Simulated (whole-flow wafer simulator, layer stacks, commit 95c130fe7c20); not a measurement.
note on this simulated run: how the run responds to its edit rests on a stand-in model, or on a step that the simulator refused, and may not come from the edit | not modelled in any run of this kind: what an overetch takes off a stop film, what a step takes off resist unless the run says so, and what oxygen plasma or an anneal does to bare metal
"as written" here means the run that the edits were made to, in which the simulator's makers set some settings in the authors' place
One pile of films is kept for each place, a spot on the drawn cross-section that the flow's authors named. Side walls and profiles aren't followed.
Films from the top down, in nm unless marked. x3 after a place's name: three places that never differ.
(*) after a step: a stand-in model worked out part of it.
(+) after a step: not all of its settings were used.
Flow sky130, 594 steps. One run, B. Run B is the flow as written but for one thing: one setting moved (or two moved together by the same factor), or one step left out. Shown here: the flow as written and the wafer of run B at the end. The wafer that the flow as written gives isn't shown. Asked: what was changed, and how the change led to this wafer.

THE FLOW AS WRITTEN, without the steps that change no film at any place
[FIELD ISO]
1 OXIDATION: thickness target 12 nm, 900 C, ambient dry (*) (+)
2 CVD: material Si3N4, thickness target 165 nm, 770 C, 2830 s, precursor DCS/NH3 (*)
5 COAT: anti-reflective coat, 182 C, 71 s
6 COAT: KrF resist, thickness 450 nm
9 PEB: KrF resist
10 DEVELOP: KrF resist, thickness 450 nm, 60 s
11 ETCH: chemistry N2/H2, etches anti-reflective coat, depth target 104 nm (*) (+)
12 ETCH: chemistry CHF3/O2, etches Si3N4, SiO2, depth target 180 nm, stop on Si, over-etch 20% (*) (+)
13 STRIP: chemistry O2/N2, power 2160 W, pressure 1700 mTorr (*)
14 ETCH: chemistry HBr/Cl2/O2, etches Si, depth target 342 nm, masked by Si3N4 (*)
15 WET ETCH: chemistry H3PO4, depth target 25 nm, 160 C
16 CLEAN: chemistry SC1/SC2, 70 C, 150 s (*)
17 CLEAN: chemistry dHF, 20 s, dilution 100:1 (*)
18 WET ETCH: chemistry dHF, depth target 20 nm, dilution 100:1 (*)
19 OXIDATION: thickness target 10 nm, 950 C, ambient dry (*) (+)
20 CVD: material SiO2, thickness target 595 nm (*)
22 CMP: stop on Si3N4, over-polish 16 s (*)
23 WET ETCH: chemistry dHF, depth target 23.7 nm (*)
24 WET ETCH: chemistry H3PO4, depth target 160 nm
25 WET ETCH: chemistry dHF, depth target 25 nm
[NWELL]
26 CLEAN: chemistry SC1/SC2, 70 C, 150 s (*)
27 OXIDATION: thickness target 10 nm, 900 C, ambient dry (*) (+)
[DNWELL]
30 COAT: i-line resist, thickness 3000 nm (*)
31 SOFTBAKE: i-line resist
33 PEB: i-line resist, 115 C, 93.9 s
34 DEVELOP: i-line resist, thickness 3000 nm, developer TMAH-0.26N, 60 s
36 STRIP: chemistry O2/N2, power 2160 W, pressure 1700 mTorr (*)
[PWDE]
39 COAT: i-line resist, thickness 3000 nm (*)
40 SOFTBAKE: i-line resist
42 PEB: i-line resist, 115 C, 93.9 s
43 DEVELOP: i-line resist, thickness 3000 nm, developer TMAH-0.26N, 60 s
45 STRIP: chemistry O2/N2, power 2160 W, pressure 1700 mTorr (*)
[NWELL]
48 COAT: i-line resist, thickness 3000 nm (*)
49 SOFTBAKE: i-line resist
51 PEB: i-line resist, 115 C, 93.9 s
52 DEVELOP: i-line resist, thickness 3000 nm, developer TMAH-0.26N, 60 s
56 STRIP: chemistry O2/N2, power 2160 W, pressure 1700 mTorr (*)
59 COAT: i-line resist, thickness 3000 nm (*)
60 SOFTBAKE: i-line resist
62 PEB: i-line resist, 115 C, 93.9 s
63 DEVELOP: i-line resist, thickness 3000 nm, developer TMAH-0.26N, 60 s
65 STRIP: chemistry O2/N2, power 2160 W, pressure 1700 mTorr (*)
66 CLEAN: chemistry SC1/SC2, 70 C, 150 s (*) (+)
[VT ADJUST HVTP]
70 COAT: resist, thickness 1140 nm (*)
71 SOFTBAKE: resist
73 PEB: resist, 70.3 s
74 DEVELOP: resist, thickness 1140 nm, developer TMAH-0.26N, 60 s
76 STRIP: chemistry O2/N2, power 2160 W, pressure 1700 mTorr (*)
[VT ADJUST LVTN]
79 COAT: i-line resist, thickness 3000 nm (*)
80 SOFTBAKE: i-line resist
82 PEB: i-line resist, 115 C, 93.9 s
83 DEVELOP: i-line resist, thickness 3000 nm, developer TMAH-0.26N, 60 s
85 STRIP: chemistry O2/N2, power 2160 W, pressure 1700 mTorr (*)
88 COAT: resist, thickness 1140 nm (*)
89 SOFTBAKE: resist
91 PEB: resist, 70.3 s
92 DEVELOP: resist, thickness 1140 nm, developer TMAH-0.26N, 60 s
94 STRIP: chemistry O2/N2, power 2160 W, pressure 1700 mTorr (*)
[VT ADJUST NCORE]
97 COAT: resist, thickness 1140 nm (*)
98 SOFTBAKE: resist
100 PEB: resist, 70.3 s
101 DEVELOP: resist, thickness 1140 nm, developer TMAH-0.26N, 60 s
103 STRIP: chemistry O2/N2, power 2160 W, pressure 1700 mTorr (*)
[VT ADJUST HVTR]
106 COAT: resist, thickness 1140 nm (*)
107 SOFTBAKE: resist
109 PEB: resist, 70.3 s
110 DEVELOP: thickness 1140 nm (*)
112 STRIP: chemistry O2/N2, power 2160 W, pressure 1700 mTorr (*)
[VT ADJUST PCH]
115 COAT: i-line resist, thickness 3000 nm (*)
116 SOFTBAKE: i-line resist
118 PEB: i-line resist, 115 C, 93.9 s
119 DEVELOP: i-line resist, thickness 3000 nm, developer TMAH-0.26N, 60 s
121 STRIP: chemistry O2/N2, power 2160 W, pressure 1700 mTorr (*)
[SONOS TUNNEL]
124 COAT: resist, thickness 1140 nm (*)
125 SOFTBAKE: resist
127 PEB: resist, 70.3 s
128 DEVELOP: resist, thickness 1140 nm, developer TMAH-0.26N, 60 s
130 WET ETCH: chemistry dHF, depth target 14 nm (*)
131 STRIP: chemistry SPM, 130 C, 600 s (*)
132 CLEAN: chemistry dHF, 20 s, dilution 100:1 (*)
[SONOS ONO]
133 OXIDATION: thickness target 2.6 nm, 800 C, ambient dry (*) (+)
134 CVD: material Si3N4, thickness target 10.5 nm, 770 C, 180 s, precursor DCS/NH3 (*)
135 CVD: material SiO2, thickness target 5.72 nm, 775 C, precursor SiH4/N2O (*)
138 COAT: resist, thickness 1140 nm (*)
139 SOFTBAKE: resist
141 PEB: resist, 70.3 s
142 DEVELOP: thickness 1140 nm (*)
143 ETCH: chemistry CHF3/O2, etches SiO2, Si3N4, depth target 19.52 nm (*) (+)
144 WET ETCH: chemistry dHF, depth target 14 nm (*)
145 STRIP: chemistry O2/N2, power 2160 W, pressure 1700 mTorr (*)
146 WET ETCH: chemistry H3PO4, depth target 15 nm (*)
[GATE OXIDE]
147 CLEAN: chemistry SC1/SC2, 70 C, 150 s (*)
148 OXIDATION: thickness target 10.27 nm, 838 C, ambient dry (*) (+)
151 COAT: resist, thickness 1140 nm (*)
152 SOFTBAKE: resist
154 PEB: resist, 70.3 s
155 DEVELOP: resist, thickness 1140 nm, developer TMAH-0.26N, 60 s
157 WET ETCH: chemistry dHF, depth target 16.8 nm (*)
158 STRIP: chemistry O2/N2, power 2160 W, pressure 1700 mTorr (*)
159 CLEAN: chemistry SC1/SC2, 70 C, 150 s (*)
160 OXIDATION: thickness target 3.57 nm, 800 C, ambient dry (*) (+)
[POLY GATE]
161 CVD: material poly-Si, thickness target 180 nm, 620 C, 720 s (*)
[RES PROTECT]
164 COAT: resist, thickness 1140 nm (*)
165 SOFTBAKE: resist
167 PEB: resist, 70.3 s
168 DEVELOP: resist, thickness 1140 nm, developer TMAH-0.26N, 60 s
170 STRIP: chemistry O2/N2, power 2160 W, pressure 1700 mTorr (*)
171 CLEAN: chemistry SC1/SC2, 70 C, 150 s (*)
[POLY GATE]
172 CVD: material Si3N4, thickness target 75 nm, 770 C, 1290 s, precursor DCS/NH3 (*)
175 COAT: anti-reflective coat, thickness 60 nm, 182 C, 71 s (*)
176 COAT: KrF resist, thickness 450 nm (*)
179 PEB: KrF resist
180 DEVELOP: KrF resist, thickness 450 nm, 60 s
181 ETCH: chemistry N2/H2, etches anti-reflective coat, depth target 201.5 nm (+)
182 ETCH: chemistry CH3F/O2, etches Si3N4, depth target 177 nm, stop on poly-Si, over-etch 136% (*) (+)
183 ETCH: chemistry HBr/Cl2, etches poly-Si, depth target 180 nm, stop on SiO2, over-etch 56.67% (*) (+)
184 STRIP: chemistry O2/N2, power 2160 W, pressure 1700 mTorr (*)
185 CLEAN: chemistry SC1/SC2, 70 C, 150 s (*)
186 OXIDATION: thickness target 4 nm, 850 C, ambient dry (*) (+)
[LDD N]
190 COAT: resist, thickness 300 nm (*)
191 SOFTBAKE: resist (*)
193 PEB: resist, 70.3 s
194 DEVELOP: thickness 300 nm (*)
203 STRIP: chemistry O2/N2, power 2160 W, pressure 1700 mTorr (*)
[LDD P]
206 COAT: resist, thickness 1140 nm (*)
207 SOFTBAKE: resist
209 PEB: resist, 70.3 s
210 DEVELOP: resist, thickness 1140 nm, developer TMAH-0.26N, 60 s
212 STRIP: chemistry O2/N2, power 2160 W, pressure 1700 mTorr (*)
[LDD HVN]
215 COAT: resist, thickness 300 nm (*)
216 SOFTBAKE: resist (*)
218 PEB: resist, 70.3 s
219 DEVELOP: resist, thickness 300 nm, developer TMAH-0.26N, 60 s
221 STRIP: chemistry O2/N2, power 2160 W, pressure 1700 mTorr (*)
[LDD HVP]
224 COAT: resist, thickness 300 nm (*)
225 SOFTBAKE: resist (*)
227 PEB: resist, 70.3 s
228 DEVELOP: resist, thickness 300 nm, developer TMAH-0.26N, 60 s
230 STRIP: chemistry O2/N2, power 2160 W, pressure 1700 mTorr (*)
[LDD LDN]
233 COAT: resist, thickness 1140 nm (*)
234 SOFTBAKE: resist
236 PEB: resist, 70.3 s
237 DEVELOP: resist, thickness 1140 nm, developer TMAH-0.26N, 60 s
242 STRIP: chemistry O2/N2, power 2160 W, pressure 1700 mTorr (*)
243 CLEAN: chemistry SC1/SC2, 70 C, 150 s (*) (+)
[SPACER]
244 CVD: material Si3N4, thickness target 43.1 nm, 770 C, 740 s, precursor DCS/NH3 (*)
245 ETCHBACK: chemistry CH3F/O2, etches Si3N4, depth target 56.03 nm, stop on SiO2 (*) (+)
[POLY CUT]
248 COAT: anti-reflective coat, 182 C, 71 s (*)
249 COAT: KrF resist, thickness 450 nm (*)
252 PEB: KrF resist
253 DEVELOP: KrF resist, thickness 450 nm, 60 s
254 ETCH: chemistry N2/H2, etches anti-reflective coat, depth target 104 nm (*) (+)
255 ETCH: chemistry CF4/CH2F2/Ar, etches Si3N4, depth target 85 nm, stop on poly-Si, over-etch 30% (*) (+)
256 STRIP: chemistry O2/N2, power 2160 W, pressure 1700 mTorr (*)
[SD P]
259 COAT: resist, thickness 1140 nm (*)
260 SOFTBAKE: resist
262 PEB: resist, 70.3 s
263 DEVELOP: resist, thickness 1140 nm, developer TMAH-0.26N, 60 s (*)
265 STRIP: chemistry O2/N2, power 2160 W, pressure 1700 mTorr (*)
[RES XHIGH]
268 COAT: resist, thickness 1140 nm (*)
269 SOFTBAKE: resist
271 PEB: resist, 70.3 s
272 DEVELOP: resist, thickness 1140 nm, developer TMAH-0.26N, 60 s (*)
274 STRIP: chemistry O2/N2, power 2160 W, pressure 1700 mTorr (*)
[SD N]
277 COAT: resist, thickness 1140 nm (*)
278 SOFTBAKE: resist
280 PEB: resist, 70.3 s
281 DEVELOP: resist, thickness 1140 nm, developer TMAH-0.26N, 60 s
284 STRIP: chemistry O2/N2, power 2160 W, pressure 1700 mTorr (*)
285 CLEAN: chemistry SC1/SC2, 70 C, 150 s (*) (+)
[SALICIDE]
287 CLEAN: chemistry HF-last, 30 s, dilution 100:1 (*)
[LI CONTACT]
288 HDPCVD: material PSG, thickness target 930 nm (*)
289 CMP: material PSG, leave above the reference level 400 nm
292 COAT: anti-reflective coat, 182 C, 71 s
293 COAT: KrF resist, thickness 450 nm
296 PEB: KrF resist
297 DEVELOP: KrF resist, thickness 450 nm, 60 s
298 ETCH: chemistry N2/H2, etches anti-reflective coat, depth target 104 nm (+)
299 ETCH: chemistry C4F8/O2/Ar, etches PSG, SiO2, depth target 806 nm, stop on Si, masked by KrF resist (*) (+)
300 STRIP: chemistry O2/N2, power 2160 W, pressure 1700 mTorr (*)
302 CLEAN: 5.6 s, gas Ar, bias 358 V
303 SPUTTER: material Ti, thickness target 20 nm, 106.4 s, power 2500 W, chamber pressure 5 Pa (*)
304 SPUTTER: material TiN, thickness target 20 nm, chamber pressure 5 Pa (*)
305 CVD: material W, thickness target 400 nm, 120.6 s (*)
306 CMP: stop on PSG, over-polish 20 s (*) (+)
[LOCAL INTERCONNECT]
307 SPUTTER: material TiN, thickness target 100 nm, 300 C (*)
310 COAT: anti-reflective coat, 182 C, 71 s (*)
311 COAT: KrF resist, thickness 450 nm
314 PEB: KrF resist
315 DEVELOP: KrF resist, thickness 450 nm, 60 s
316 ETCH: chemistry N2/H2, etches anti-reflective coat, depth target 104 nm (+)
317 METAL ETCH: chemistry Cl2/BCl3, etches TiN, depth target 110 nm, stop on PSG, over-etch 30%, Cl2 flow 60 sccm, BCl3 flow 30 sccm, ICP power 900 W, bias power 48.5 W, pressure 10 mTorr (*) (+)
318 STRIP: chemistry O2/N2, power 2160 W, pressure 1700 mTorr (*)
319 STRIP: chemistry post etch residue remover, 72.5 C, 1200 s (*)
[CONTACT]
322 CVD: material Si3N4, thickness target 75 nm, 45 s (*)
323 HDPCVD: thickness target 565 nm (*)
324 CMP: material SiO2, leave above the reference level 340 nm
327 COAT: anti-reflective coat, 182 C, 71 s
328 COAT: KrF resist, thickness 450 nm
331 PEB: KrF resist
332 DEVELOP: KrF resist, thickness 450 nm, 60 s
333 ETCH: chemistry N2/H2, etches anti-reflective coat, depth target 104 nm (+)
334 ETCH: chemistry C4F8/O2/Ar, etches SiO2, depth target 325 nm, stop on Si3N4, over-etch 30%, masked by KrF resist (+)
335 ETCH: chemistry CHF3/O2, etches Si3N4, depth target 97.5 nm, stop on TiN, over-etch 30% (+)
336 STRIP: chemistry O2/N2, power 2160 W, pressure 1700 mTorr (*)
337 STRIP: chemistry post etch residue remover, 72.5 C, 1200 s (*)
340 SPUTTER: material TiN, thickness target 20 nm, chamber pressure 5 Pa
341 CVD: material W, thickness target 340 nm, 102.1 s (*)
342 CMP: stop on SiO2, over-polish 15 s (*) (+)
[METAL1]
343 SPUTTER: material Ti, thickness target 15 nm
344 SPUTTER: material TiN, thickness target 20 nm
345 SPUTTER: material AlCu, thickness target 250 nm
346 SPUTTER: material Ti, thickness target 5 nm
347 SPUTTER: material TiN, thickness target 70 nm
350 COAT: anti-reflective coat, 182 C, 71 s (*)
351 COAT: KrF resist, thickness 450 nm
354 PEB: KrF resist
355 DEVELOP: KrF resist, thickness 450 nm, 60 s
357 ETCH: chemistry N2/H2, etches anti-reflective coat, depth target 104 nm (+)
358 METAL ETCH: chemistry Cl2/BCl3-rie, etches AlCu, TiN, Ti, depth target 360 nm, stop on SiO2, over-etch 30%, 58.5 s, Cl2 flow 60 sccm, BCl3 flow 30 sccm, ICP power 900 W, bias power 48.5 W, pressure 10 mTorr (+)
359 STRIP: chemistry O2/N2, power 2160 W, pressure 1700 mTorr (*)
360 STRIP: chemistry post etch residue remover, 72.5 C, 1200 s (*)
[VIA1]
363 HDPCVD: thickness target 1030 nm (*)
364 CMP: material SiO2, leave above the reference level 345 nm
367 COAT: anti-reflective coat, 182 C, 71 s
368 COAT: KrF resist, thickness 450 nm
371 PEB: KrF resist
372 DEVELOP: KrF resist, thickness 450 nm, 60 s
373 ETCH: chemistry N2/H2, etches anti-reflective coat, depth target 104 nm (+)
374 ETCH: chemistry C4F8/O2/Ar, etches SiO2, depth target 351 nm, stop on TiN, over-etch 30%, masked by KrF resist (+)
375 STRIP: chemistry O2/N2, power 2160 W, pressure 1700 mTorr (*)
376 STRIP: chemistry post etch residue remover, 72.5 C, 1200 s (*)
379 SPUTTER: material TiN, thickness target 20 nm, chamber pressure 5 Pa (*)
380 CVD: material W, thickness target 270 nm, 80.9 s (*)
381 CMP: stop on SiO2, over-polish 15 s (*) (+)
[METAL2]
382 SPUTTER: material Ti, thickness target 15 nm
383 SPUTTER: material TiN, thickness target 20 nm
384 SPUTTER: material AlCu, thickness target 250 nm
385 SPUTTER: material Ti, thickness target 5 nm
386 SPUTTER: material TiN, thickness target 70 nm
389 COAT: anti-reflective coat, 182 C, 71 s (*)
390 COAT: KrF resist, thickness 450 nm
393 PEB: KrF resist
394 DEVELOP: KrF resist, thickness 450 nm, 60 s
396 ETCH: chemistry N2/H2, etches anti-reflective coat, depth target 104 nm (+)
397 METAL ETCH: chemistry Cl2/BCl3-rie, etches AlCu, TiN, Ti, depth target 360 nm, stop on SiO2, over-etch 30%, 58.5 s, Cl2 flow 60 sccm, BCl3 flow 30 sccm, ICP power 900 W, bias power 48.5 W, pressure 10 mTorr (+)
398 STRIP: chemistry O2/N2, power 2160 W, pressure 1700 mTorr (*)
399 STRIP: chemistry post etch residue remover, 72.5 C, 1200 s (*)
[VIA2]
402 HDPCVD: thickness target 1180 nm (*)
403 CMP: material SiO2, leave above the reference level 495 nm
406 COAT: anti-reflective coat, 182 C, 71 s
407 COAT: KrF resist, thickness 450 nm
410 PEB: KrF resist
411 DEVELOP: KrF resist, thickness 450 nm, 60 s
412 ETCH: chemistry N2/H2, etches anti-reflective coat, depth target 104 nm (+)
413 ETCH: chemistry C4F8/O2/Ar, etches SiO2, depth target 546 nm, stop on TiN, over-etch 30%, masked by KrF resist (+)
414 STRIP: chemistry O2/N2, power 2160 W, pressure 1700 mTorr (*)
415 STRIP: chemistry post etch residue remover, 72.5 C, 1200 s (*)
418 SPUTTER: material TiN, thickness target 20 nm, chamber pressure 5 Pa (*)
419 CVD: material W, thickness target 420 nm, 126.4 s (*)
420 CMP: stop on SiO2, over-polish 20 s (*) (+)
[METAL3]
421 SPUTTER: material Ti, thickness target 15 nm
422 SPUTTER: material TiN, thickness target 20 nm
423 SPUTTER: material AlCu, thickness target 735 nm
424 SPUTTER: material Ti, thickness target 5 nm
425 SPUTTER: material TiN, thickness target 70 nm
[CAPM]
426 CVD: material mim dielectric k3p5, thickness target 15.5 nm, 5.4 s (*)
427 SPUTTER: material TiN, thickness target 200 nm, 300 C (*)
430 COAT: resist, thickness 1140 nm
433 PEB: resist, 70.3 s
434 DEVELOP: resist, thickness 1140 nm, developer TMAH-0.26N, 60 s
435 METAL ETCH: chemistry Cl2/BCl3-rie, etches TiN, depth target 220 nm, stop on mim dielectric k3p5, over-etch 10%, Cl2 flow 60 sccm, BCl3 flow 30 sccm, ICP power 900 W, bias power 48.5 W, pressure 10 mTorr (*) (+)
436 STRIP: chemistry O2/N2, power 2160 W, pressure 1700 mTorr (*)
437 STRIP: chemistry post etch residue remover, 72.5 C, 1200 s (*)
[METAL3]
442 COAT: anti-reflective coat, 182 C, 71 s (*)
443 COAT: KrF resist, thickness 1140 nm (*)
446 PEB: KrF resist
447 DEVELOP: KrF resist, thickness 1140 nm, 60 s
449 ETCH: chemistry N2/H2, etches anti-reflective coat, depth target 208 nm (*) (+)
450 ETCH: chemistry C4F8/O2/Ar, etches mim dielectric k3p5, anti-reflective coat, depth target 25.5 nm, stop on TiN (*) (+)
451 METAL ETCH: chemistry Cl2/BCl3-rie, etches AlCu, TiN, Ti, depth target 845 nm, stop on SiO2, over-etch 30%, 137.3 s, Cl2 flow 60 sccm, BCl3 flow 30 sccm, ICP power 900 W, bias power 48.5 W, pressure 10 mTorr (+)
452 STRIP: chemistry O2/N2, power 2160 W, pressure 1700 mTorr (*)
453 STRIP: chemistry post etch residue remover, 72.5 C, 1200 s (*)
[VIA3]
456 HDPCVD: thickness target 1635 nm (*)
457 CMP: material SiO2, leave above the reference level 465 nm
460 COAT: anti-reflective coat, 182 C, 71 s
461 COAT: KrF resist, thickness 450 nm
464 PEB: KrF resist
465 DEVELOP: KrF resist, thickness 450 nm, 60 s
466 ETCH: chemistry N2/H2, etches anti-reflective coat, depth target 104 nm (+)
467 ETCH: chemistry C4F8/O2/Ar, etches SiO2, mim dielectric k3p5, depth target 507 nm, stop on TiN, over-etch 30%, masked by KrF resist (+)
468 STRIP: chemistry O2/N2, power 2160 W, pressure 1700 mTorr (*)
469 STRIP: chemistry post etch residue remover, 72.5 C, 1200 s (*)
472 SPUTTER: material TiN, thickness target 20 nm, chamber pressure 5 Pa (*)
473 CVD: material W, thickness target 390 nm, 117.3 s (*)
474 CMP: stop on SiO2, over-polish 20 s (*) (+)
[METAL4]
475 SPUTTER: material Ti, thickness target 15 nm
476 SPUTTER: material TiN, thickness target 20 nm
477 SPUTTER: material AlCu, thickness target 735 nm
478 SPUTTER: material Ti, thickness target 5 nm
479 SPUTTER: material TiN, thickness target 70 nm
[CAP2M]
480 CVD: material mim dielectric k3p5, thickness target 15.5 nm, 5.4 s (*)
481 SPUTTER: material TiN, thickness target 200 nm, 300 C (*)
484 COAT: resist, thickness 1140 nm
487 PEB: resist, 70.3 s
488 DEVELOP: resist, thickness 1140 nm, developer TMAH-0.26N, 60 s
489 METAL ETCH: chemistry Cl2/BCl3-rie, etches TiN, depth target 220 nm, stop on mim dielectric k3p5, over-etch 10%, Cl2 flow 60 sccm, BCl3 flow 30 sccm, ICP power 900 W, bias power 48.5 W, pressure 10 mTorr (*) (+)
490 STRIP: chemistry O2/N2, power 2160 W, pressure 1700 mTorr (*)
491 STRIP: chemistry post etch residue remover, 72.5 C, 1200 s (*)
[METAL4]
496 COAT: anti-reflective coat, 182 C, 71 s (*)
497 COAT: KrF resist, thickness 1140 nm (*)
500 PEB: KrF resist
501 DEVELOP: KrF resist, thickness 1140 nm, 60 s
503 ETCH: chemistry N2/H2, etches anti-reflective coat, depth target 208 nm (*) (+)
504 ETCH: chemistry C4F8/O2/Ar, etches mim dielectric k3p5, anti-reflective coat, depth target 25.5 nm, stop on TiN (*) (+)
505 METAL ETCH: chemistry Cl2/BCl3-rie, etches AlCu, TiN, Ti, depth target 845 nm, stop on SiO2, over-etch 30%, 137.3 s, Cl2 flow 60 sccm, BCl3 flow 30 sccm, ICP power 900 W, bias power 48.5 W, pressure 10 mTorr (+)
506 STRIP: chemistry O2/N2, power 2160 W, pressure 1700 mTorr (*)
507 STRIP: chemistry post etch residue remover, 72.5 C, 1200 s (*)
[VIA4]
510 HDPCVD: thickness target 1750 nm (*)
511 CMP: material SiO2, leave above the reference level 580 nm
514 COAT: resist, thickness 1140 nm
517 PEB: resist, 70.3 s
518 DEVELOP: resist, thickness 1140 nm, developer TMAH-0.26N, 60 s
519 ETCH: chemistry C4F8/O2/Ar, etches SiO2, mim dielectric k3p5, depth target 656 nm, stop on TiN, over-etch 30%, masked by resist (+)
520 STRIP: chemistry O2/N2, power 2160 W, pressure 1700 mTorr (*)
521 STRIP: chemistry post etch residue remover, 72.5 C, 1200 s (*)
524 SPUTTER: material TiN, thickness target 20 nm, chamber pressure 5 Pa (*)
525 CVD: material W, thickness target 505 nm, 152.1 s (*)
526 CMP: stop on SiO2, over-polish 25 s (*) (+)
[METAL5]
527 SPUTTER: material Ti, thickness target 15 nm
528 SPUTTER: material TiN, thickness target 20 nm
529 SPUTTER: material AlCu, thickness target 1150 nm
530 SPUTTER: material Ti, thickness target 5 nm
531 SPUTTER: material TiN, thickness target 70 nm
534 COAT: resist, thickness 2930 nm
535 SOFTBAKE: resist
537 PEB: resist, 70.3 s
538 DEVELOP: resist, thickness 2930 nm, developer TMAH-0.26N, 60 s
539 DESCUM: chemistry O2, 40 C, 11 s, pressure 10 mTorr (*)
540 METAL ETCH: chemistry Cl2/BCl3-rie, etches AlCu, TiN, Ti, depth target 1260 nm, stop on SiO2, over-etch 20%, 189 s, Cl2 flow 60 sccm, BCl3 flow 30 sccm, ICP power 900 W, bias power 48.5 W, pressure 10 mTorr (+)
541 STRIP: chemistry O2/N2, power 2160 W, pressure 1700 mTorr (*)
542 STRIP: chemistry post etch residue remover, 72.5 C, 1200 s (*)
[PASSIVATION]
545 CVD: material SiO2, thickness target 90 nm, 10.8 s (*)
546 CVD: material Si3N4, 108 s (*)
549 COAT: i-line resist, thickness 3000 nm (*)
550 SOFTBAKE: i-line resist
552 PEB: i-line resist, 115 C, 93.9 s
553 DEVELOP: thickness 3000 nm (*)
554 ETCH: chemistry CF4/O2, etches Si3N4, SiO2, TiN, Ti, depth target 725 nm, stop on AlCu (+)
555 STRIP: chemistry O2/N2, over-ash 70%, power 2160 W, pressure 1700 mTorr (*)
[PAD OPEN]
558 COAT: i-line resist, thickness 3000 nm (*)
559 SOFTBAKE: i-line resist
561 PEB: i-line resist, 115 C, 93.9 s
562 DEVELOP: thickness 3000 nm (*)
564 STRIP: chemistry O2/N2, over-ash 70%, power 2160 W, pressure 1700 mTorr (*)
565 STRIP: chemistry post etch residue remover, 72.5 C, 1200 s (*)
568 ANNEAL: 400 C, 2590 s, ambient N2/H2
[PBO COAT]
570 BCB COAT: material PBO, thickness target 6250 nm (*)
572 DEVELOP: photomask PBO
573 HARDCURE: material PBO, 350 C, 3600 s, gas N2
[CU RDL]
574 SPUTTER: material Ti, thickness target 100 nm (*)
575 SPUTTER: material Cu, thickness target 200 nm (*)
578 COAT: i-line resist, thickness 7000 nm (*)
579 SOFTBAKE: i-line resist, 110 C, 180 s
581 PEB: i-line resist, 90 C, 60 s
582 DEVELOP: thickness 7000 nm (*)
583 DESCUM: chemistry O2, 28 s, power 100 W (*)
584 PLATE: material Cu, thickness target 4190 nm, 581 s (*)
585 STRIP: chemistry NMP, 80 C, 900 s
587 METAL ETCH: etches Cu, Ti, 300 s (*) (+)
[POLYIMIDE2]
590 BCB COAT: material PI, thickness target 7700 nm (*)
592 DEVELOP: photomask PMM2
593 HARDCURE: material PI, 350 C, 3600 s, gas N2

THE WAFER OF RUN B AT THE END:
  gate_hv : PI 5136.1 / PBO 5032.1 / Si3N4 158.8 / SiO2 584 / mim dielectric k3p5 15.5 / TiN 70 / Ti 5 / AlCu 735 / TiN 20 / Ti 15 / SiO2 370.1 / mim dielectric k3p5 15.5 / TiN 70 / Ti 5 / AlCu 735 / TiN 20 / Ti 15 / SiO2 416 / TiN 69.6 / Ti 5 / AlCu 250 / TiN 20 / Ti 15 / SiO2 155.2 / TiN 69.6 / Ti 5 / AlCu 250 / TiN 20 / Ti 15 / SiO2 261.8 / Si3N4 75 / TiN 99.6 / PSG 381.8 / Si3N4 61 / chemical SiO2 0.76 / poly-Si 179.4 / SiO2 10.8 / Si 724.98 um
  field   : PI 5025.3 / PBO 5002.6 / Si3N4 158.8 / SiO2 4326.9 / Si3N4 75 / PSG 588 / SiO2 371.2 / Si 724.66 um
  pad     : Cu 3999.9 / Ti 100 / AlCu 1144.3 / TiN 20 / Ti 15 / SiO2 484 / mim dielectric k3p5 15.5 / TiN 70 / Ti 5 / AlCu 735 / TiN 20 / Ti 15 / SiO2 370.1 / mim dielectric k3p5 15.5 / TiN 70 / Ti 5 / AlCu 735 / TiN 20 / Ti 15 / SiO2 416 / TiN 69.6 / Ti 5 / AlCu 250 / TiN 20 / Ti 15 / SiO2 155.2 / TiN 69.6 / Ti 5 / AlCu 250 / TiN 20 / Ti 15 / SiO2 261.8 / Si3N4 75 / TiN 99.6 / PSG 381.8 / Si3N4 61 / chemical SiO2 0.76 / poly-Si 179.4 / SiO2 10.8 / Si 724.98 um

The cause: step 364, CMP: leave above the reference level 233 nm was run, where the flow has leave above the reference level 345 nm.

How the change led to this, step by step:
  364 CMP: material SiO2, leave above the reference level 345 nm
      n_well, p_well, gate_hv and 100 more: SiO2 -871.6 (as written it would be: SiO2 -759.6)
      field, active, gate and 81 more: SiO2 -501.1 (as written it would be: SiO2 -389.1)
      (and at 4 more places)
  374 ETCH: chemistry C4F8/O2/Ar, etches SiO2, depth target 351 nm, stop on TiN, over-etch 30%, masked by KrF resist (+)
      field, active, n_well and 186 more: KrF resist -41 (as written it would be: KrF resist -70.1)
      m1, via1_hole: SiO2 -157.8 (all of it) (as written it would be: SiO2 -269.8 (all of it))
  375 STRIP: chemistry O2/N2, power 2160 W, pressure 1700 mTorr (*)
      field, active, n_well and 186 more: KrF resist -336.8 (all of it), anti-reflective coat -80 (all of it) (as written it would be: KrF resist -307.7 (all of it), anti-reflective coat -80 (all of it))
  379 SPUTTER: material TiN, thickness target 20 nm, chamber pressure 5 Pa (*)
      m1: TiN +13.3 (as written it would be: TiN +11)
      via1_hole: TiN +13.3 (as written it would be: TiN +10.9)
  380 CVD: material W, thickness target 270 nm, 80.9 s (*)
      m1, via1_hole: W +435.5 (new film) (as written it would be: W +549.9 (new film))
